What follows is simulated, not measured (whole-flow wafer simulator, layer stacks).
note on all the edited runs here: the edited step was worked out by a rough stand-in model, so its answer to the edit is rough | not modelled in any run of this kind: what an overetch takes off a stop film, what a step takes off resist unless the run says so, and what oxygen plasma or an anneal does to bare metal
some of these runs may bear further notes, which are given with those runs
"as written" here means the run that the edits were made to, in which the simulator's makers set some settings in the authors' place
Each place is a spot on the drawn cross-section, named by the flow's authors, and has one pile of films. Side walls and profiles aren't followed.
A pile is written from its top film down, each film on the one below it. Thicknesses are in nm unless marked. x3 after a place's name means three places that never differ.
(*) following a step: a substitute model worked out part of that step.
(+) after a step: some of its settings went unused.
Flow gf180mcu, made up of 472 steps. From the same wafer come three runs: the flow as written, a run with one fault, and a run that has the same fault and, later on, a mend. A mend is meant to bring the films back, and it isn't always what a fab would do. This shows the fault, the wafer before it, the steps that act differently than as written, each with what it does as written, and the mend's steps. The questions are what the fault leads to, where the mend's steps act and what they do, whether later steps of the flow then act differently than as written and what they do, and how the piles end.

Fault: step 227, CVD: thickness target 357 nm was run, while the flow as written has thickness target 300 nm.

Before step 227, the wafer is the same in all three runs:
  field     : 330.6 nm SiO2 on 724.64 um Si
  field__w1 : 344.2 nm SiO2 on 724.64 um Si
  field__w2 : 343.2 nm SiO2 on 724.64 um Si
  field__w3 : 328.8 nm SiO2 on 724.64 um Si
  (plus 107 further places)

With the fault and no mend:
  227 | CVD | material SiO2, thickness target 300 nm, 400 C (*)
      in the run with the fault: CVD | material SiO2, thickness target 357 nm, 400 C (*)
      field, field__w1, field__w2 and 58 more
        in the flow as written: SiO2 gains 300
        in the run with the fault: SiO2 gains 357
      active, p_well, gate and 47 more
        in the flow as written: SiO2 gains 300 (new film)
        in the run with the fault: SiO2 gains 357 (new film)
  Steps further on in the flow that do not act as written (2 other steps are not shown; they differ only slightly, by no more than 2% or 0.5 nm, whichever is larger):
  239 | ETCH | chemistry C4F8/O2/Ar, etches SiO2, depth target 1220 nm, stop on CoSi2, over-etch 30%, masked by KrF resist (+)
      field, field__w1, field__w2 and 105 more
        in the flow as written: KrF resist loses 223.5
        in the run with the fault: KrF resist loses 238.3
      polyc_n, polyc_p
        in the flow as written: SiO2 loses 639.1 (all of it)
        in the run with the fault: SiO2 loses 696.1 (all of it)
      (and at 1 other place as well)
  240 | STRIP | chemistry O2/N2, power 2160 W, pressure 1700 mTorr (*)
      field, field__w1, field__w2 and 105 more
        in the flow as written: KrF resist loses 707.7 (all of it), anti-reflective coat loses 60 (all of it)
        in the run with the fault: KrF resist loses 692.9 (all of it), anti-reflective coat loses 60 (all of it)
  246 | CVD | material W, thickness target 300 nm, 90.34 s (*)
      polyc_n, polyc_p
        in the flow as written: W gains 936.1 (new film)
        in the run with the fault: W gains 993.1 (new film)
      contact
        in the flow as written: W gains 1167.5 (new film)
        in the run with the fault: W gains 1225 (new film)
  By the end, the piles at field__w8, contact, m1 and 6 more depart from the flow's by more than 2% or 0.5 nm, whichever is larger.
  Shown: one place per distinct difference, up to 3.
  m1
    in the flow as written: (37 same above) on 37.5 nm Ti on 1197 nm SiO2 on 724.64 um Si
    in the run with the fault: (37 same above) on 37.5 nm Ti on 1254 nm SiO2 on 724.64 um Si
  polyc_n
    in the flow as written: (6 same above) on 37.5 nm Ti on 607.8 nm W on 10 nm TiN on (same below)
    in the run with the fault: (6 same above) on 37.5 nm Ti on 664.8 nm W on 10 nm TiN on (same below)
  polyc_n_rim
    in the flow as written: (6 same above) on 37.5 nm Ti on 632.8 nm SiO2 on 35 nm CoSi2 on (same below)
    in the run with the fault: (6 same above) on 37.5 nm Ti on 689.8 nm SiO2 on 35 nm CoSi2 on (same below)

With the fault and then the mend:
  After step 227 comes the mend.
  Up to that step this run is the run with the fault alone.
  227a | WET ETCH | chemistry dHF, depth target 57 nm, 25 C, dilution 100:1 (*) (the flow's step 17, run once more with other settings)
      field, field__w1, field__w2 and 108 more
        SiO2 loses 57
  Every later step of the flow that is run acts as written at every place that is followed.
  The piles end the same as the flow's at every place that both follow.
